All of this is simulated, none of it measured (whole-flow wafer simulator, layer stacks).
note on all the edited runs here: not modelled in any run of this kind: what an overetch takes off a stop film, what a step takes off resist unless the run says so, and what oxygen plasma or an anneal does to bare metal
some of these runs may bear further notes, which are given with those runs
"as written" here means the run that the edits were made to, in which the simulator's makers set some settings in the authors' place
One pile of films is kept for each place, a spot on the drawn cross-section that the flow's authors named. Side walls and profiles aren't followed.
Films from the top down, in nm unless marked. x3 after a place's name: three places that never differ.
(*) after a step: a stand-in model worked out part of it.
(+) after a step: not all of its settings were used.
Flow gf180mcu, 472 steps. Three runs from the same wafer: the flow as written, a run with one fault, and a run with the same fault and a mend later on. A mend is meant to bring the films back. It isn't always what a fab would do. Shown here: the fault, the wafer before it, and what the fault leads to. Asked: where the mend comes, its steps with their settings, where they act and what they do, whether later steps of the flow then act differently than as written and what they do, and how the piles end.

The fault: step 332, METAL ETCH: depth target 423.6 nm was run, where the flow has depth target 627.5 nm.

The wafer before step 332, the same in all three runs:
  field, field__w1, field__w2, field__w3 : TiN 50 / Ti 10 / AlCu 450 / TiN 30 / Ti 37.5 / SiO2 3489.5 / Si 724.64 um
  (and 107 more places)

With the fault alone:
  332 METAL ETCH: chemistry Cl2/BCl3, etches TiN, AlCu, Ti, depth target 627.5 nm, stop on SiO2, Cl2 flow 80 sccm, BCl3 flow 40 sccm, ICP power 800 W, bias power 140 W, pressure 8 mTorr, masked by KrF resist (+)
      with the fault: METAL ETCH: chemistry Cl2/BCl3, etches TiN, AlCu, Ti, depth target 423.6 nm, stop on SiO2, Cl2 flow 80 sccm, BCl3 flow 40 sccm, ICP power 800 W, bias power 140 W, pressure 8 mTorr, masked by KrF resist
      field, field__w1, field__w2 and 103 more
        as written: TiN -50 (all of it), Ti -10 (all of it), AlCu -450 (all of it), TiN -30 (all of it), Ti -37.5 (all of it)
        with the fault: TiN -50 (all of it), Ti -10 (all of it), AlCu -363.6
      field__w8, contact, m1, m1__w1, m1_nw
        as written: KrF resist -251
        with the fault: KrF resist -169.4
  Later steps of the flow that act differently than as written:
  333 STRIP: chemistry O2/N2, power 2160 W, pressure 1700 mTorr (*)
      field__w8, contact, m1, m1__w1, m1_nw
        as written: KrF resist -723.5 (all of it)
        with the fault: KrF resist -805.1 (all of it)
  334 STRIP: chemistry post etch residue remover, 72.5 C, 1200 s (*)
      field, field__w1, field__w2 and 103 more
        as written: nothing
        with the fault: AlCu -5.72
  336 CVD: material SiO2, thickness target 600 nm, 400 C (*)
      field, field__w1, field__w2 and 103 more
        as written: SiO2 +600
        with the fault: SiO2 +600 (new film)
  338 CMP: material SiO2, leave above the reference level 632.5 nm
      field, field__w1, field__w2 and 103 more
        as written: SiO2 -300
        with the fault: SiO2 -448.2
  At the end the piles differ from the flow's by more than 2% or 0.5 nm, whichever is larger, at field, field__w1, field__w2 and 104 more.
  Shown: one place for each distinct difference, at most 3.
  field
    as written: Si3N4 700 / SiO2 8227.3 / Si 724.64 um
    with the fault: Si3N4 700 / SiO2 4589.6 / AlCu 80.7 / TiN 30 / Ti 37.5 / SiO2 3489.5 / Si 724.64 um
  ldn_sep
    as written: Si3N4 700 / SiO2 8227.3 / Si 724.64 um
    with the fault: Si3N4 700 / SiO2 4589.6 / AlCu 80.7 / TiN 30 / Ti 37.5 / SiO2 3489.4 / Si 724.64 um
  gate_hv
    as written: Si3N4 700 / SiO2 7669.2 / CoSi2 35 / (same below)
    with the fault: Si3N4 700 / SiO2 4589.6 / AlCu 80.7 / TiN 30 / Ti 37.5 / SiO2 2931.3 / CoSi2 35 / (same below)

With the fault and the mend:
  The mend comes after step 334.
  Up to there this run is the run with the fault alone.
  334a DEHYDRATE: 200 C, 60 s (the flow's step 325 once more)
      changes no film at any place that is followed
  334b HMDS: 120 C, 60 s (the flow's step 326 once more)
      changes no film at any place that is followed
  334c COAT: KrF resist, thickness 1000 nm (*) (the flow's step 327 once more)
      iso_ptap_pw, iso_ntap_nw, iso_nw_fld and 33 more
        KrF resist +1000 (new film)
      field__w1, field__w2, field__w3 and 17 more
        KrF resist +1002.8 (new film)
      field_sub__w2, field_sub__w4, ld_acc_p and 8 more
        KrF resist +1002.7 (new film)
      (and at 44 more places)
  334d SOFTBAKE: KrF resist (the flow's step 328 once more)
      changes no film at any place that is followed
  334e EXPOSE: photomask Metal3 (the flow's step 329 once more)
      changes no film at any place that is followed
  334f PEB: KrF resist, 135 C, 90 s (the flow's step 330 once more)
      field__w1, field__w2, field__w3 and 56 more
        KrF resist -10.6
      iso_ptap_pw, iso_ntap_nw, iso_nw_fld and 33 more
        KrF resist -10.5
      gate_hv, sd_p, nw_sep_fld, polyc_n, polyc_n_rim
        KrF resist -10.7
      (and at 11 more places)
  334g DEVELOP: thickness 1000 nm, 60 s (the flow's step 331 once more)
      iso_ptap_pw, iso_ntap_nw, iso_nw_fld and 33 more
        KrF resist -989.5 (all of it)
      field__w1, field__w2, field__w3 and 13 more
        KrF resist -992.3 (all of it)
      field_sub__w2, field_sub__w4, ld_drn_n and 7 more
        KrF resist -992.1 (all of it)
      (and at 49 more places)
  334h METAL ETCH: chemistry Cl2/BCl3, etches TiN, AlCu, Ti, depth target 203.9 nm, stop on SiO2, Cl2 flow 80 sccm, BCl3 flow 40 sccm, ICP power 800 W, bias power 140 W, pressure 8 mTorr, masked by KrF resist (+) (the flow's step 332 once more, with other settings)
      field, field__w1, field__w2 and 103 more
        AlCu -80.7 (all of it), TiN -30 (all of it), Ti -37.5 (all of it)
      field__w8, contact, m1, m1__w1, m1_nw
        KrF resist -81.6
  334i STRIP: chemistry O2/N2, power 2160 W, pressure 1700 mTorr (*) (the flow's step 333 once more)
      field__w8
        KrF resist -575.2 (all of it)
      contact
        KrF resist -573.2 (all of it)
      m1
        KrF resist -575.7 (all of it)
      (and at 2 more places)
  334j STRIP: chemistry post etch residue remover, 72.5 C, 1200 s (*) (the flow's step 334 once more)
      field__w8, contact, m1, m1__w1, m1_nw
        TiN -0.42
  No later step of the flow acts differently than as written, at any place that is followed, by more than 2% or 0.5 nm, whichever is larger.
  At the end the piles differ from the flow's only slightly at the places that both follow, by at most 2% or 0.5 nm, whichever is larger.
